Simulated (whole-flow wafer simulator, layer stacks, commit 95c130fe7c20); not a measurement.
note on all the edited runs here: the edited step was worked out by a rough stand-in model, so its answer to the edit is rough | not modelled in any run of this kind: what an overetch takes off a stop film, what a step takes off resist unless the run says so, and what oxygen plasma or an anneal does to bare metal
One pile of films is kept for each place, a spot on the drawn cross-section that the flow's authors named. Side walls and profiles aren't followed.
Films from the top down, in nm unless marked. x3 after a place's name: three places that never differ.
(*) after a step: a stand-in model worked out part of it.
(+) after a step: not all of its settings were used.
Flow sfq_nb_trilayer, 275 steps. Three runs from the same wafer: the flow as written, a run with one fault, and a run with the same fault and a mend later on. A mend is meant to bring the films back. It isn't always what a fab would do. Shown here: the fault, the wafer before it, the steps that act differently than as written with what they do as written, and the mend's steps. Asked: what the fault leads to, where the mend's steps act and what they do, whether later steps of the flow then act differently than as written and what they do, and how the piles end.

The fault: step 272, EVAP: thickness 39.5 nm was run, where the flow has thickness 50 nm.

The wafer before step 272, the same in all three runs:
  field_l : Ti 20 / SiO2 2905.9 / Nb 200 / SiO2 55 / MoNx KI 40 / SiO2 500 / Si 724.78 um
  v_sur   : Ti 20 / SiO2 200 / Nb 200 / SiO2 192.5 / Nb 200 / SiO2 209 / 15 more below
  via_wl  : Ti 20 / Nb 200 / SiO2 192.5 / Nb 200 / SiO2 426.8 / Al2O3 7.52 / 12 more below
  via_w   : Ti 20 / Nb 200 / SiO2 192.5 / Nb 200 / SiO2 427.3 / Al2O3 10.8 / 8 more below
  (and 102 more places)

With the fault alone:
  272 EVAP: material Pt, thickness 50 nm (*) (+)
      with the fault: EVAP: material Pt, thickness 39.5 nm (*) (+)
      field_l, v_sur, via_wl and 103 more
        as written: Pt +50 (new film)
        with the fault: Pt +39.5 (new film)
  Later steps of the flow that act differently than as written:
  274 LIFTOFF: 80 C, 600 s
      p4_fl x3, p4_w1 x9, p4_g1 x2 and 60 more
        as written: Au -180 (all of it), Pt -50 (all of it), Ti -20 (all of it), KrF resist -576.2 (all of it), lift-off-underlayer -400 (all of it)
        with the fault: Au -180 (all of it), Pt -39.5 (all of it), Ti -20 (all of it), KrF resist -576.2 (all of it), lift-off-underlayer -400 (all of it)
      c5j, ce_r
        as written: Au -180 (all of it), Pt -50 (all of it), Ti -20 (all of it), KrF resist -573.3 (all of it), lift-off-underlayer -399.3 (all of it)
        with the fault: Au -180 (all of it), Pt -39.5 (all of it), Ti -20 (all of it), KrF resist -573.3 (all of it), lift-off-underlayer -399.3 (all of it)
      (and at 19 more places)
  At the end the piles differ from the flow's by more than 2% or 0.5 nm, whichever is larger, at field_l, v_sur, via_wl and 8 more.
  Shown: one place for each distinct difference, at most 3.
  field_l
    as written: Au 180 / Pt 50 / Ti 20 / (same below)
    with the fault: Au 180 / Pt 39.5 / Ti 20 / (same below)

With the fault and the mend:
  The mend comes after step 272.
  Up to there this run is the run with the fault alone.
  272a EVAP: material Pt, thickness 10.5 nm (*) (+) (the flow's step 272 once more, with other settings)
      field_l, v_sur, via_wl and 103 more
        Pt +10.5
  No later step of the flow acts differently than as written at any place that is followed.
  At the end the piles are the same as the flow's at every place that both follow.
